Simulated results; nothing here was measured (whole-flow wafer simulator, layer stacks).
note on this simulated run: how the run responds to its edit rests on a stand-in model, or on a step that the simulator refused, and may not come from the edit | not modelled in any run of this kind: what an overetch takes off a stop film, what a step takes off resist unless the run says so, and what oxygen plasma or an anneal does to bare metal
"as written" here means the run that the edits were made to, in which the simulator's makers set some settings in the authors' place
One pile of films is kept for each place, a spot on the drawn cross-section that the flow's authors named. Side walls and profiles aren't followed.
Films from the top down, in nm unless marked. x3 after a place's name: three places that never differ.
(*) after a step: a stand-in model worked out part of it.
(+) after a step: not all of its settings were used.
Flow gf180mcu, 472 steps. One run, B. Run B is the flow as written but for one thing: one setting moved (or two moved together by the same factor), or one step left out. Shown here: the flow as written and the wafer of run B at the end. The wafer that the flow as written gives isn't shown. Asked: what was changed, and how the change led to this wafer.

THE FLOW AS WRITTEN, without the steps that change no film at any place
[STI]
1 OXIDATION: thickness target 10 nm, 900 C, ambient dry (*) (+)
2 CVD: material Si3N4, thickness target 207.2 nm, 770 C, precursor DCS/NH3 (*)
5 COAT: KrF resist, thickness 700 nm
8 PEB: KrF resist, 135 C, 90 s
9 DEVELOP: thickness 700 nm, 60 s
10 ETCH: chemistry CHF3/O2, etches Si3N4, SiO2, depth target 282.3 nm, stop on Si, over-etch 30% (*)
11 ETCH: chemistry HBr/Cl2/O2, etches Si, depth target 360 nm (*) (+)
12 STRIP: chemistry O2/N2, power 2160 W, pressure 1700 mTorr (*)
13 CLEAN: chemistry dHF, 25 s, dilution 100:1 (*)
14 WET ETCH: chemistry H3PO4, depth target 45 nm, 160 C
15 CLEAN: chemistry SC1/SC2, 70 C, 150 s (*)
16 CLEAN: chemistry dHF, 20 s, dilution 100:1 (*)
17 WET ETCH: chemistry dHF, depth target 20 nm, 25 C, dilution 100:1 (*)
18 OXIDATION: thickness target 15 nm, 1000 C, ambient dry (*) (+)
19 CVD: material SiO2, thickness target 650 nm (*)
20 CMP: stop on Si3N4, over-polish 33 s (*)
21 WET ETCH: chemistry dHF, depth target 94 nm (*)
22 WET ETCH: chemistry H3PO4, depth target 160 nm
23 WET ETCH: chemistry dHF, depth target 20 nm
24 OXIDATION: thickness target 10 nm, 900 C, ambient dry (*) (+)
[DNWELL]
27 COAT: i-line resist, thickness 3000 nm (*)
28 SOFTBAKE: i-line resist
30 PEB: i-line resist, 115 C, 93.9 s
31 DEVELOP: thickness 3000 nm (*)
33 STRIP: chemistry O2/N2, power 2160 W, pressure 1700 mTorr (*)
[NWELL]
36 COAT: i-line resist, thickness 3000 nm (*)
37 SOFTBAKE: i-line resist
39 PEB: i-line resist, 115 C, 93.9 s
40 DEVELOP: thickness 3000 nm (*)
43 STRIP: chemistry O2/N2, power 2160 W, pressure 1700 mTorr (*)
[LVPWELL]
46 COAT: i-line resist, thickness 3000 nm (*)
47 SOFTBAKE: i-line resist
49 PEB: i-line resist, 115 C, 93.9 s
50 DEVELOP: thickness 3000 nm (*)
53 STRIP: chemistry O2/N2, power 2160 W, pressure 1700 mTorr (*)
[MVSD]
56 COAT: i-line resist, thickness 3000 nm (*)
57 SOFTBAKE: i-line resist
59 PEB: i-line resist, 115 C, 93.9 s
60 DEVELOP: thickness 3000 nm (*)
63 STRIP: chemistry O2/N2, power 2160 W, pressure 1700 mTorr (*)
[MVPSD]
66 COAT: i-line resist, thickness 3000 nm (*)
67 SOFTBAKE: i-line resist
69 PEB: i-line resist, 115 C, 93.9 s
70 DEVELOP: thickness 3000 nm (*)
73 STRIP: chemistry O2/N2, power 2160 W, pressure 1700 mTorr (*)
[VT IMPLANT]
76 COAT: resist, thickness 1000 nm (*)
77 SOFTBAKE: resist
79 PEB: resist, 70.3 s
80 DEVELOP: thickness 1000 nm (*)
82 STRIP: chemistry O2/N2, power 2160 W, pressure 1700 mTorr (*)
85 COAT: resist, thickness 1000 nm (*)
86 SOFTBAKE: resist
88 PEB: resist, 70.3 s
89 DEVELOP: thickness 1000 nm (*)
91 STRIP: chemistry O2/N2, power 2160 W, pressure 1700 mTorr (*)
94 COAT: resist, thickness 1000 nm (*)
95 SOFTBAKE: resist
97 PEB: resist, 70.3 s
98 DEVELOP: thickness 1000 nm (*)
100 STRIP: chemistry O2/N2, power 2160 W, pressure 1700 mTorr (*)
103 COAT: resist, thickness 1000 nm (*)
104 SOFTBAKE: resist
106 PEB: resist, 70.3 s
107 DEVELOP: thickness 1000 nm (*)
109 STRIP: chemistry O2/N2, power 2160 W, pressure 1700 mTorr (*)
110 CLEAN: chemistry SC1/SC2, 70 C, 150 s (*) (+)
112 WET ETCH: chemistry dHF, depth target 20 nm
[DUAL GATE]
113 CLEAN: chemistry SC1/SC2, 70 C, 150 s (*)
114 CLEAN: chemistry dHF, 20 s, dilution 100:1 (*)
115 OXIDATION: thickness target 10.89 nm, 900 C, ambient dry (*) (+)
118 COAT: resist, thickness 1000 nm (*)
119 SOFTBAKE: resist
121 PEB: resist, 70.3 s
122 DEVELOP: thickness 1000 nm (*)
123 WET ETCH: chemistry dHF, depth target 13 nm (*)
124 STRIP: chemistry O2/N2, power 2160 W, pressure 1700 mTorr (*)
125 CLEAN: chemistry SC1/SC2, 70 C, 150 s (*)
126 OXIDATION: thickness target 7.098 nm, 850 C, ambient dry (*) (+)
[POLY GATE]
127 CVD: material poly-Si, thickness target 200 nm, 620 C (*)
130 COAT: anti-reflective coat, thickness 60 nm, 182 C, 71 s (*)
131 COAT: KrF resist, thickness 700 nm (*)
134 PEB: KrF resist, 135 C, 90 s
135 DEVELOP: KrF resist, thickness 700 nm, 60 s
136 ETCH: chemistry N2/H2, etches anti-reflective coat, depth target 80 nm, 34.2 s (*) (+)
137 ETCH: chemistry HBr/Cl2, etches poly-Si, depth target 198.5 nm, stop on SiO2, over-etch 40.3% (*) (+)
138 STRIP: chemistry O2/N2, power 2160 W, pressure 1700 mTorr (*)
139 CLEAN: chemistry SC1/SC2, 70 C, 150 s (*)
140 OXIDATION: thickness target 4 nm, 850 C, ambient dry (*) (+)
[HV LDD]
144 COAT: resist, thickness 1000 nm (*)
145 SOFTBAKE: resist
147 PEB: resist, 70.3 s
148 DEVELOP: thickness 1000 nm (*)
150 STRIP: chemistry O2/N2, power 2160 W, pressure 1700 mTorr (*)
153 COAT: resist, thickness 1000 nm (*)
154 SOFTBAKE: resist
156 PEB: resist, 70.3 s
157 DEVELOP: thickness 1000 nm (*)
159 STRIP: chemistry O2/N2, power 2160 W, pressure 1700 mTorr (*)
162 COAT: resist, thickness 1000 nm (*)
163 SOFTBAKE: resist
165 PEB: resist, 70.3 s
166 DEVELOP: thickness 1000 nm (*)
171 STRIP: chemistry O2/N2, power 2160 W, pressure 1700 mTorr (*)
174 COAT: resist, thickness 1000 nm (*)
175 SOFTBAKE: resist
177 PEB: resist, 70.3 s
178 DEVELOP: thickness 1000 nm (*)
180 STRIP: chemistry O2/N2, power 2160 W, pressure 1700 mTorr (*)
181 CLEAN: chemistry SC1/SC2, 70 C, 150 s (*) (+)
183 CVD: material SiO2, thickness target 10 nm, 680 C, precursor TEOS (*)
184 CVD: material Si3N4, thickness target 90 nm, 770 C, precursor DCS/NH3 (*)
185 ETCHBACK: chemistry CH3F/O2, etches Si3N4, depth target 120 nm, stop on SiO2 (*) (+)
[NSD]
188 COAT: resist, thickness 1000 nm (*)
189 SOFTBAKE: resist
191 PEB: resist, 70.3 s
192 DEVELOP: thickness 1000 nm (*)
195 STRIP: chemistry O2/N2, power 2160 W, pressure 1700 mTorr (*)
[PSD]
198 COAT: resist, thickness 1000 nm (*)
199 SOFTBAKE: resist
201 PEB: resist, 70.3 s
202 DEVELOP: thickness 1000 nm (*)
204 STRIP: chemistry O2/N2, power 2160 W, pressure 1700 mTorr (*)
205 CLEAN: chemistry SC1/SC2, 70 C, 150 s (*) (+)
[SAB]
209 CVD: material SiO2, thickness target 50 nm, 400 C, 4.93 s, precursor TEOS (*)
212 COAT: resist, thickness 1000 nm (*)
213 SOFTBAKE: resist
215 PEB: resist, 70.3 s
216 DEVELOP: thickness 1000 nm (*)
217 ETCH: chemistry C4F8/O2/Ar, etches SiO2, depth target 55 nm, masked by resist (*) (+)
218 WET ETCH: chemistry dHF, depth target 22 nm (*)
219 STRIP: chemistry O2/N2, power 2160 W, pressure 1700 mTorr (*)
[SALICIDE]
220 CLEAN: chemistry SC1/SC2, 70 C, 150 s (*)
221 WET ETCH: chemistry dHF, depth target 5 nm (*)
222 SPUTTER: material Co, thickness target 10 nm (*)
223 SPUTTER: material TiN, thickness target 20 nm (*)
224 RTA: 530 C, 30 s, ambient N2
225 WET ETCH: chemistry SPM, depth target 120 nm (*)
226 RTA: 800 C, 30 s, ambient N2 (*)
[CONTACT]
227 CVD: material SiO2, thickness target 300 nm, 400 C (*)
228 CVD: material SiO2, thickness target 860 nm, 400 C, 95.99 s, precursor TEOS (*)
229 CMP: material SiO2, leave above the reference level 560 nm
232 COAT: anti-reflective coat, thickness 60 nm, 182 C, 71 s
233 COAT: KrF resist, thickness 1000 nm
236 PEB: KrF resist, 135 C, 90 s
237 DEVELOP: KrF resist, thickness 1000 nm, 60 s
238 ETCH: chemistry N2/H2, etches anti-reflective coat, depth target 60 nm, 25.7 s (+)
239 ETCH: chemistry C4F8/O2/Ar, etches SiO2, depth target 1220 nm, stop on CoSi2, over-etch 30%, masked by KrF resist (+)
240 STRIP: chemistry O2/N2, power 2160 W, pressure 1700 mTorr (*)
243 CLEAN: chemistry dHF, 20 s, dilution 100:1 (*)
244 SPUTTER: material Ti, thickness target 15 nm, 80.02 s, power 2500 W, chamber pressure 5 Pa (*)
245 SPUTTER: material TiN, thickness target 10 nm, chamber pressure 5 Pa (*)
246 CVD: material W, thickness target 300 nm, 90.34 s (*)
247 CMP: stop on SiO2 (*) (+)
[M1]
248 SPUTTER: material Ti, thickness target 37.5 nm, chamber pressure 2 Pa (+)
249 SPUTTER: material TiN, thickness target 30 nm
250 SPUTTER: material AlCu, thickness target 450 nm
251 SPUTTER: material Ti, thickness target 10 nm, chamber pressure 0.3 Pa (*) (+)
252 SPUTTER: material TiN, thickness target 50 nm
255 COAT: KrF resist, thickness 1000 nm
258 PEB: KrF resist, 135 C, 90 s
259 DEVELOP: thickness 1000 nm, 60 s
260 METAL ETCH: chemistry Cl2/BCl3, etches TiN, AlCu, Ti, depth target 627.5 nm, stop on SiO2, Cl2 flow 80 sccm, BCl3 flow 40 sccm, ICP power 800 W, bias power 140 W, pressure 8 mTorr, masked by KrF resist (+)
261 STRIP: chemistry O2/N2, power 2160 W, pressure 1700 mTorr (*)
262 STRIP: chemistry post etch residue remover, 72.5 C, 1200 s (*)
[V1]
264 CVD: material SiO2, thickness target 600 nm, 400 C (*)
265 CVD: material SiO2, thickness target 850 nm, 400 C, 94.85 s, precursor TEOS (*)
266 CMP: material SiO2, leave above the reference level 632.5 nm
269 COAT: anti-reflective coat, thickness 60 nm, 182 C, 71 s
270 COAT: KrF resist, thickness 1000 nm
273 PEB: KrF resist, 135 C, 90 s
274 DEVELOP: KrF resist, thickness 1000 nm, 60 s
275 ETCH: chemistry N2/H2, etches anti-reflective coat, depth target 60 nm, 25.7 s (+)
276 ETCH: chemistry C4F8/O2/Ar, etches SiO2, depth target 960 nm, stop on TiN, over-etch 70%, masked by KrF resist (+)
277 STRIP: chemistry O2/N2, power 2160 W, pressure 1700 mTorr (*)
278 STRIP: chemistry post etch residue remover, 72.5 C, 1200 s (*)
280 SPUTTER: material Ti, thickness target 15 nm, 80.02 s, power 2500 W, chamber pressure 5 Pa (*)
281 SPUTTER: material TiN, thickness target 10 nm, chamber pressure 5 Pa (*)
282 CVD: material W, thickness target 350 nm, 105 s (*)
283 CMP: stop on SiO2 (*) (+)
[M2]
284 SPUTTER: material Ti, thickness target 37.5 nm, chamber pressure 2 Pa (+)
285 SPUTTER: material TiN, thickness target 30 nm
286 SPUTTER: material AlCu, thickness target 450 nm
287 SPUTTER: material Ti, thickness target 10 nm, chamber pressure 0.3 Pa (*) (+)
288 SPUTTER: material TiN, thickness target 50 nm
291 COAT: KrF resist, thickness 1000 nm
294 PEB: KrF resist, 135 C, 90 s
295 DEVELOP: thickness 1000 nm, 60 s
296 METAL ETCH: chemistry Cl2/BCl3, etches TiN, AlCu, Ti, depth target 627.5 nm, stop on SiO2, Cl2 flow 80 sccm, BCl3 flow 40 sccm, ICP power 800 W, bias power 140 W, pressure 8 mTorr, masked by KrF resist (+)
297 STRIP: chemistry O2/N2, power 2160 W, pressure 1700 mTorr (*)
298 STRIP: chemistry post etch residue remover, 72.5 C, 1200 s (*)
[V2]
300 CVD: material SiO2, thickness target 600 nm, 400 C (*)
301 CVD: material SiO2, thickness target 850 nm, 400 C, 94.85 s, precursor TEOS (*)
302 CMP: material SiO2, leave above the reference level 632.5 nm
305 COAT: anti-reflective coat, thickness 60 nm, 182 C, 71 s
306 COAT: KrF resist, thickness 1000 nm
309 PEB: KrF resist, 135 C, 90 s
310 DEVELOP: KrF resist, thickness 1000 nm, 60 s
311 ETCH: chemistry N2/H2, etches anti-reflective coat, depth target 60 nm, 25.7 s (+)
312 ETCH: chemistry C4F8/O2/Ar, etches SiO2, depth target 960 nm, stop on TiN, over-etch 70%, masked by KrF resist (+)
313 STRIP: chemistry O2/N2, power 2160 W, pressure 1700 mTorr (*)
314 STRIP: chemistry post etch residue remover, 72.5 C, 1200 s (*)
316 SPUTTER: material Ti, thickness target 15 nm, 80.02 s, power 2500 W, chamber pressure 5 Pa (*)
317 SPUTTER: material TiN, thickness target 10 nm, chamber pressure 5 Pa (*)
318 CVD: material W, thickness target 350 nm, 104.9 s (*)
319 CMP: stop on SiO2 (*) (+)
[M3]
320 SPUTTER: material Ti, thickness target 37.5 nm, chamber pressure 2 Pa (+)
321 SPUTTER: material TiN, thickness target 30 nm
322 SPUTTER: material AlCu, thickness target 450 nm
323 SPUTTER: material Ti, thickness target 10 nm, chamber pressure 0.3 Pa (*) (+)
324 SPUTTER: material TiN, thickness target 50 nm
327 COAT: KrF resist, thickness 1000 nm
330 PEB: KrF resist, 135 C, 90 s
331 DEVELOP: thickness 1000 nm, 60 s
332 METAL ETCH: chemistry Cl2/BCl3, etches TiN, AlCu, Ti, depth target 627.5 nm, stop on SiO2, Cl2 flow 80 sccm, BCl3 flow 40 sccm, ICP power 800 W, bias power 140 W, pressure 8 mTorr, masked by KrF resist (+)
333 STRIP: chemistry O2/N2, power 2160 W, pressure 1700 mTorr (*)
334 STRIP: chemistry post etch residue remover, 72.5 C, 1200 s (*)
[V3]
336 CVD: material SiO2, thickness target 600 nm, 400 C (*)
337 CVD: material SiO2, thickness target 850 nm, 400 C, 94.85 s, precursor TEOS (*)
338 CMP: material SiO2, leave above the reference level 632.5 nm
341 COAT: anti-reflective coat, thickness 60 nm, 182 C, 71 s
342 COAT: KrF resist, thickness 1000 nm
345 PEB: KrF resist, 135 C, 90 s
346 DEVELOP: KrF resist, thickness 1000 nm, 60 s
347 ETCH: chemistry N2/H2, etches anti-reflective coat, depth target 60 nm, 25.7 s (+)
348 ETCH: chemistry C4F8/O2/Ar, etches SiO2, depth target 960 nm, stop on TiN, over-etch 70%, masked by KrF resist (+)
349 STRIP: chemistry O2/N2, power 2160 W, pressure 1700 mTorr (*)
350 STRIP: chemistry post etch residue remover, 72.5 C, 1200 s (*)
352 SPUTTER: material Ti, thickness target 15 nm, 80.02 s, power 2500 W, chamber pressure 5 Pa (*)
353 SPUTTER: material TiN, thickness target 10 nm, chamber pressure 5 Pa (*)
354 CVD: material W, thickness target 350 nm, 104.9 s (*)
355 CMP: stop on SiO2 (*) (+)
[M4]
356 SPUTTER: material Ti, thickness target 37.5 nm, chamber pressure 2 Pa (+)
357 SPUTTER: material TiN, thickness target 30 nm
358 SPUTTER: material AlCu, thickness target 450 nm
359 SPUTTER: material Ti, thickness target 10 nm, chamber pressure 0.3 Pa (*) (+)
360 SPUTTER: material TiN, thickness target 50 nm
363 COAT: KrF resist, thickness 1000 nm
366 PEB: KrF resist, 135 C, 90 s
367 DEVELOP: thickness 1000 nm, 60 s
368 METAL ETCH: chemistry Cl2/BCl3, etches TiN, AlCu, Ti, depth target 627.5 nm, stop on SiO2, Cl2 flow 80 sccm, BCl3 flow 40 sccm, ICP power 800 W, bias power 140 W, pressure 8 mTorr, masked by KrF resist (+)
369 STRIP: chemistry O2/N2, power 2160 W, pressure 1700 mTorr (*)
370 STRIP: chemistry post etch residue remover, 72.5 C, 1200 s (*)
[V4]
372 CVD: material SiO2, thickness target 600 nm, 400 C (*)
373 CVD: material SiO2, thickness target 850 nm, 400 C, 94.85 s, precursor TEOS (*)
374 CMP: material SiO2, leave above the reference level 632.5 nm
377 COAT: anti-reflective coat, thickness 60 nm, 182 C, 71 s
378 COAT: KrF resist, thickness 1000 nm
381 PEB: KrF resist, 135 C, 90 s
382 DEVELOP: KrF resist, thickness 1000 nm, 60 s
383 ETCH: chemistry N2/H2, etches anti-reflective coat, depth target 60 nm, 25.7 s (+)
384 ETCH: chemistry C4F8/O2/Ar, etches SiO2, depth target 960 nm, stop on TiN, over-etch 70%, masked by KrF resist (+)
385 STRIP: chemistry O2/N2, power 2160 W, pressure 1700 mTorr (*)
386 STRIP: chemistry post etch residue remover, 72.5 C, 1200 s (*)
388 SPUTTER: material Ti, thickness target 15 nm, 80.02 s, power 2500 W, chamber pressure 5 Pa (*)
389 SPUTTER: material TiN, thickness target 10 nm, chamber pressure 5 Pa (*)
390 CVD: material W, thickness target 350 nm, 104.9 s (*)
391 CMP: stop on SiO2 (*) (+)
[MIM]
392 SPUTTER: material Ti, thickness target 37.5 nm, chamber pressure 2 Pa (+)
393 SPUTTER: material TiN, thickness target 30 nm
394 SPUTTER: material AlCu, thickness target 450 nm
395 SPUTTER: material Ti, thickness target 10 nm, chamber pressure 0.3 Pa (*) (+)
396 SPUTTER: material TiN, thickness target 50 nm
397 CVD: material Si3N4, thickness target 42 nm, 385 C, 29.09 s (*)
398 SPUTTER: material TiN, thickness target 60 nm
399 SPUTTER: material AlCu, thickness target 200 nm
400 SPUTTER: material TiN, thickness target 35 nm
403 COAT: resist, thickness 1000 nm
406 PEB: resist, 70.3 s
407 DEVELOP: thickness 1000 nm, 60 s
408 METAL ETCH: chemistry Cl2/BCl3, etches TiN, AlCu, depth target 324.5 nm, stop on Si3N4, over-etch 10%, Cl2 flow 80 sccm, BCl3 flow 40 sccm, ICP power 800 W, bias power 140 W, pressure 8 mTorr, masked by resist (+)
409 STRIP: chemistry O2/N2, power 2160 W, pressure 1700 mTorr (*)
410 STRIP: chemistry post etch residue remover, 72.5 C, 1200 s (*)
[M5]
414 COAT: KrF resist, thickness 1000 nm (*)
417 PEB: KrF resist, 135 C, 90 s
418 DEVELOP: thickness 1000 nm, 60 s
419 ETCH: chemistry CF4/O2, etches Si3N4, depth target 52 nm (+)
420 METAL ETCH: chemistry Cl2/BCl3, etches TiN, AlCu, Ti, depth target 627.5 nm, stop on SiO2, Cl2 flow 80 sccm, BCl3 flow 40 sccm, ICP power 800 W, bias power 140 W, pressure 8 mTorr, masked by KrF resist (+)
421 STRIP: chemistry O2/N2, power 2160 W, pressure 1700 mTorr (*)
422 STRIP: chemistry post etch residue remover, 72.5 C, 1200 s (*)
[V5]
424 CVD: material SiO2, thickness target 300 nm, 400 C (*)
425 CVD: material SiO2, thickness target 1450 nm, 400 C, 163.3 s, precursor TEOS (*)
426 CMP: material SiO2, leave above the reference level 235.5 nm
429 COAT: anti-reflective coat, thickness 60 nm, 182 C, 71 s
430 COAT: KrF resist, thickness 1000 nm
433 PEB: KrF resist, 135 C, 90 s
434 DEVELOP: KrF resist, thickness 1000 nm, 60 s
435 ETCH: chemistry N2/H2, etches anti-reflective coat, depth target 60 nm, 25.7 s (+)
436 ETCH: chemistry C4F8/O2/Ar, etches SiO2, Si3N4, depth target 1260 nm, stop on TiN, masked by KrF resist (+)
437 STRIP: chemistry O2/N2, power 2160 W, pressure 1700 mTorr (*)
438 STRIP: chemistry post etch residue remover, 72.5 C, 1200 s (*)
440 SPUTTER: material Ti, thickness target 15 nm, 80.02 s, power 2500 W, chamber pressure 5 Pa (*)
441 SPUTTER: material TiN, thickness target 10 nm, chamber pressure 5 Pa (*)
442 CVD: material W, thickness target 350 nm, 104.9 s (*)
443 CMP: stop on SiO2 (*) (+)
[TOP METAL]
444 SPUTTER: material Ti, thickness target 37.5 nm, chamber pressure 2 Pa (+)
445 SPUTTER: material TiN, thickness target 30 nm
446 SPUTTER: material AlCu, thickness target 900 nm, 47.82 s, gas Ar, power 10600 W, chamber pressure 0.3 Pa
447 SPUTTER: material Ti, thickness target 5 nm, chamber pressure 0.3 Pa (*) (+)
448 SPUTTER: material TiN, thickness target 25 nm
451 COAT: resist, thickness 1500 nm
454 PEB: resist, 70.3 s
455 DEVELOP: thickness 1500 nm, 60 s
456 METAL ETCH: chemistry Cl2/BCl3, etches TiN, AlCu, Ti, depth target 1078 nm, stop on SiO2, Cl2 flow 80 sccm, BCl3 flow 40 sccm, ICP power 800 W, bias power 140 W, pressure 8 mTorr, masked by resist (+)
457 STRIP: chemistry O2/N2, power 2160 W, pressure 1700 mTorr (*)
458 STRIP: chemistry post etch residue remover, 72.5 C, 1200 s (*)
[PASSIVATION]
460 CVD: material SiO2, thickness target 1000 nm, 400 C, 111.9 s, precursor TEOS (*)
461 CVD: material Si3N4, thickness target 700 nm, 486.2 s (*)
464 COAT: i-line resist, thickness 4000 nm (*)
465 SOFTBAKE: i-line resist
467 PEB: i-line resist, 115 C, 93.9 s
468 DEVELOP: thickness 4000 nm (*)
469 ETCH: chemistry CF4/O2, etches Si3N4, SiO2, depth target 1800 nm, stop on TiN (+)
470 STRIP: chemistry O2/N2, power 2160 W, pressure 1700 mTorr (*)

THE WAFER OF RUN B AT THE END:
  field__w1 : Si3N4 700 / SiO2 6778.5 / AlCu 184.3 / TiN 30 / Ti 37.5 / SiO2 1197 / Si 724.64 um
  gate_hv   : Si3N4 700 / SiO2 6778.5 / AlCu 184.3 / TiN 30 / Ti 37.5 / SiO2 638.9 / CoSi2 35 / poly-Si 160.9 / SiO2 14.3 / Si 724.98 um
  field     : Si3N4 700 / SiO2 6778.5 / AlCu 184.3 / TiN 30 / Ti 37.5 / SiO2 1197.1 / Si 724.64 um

The cause: step 260, METAL ETCH: depth target 320 nm was run, where the flow has depth target 627.5 nm.

How the change led to this, step by step:
  260 METAL ETCH: chemistry Cl2/BCl3, etches TiN, AlCu, Ti, depth target 627.5 nm, stop on SiO2, Cl2 flow 80 sccm, BCl3 flow 40 sccm, ICP power 800 W, bias power 140 W, pressure 8 mTorr, masked by KrF resist (+)
      field, field__w1, field__w2 and 99 more: TiN -50 (all of it), Ti -10 (all of it), AlCu -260 (as written it would be: TiN -50 (all of it), Ti -10 (all of it), AlCu -450 (all of it), TiN -30 (all of it), Ti -37.5 (all of it))
      field__w8, contact, m1 and 6 more: KrF resist -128 (as written it would be: KrF resist -251)
  261 STRIP: chemistry O2/N2, power 2160 W, pressure 1700 mTorr (*)
      field__w8, contact, m1 and 6 more: KrF resist -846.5 (all of it) (as written it would be: KrF resist -723.5 (all of it))
  262 STRIP: chemistry post etch residue remover, 72.5 C, 1200 s (*)
      field, field__w1, field__w2 and 99 more: AlCu -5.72 (as written it would be: nothing)
  264 CVD: material SiO2, thickness target 600 nm, 400 C (*)
      field, field__w1, field__w2 and 99 more: SiO2 +600 (new film) (as written it would be: SiO2 +600)
  266 CMP: material SiO2, leave above the reference level 632.5 nm
      field, field__w1, field__w2 and 99 more: SiO2 -551.8 (as written it would be: SiO2 -300)
Counting metal films that touch as one body, field__w1 has 1 body; the flow as written gives 0 bodies.
Counting metal films that touch as one body, gate_hv has 2 bodies (between them, from the top down: SiO2 638.9); the flow as written gives 1 body.
Counting metal films that touch as one body, field has 1 body; the flow as written gives 0 bodies.
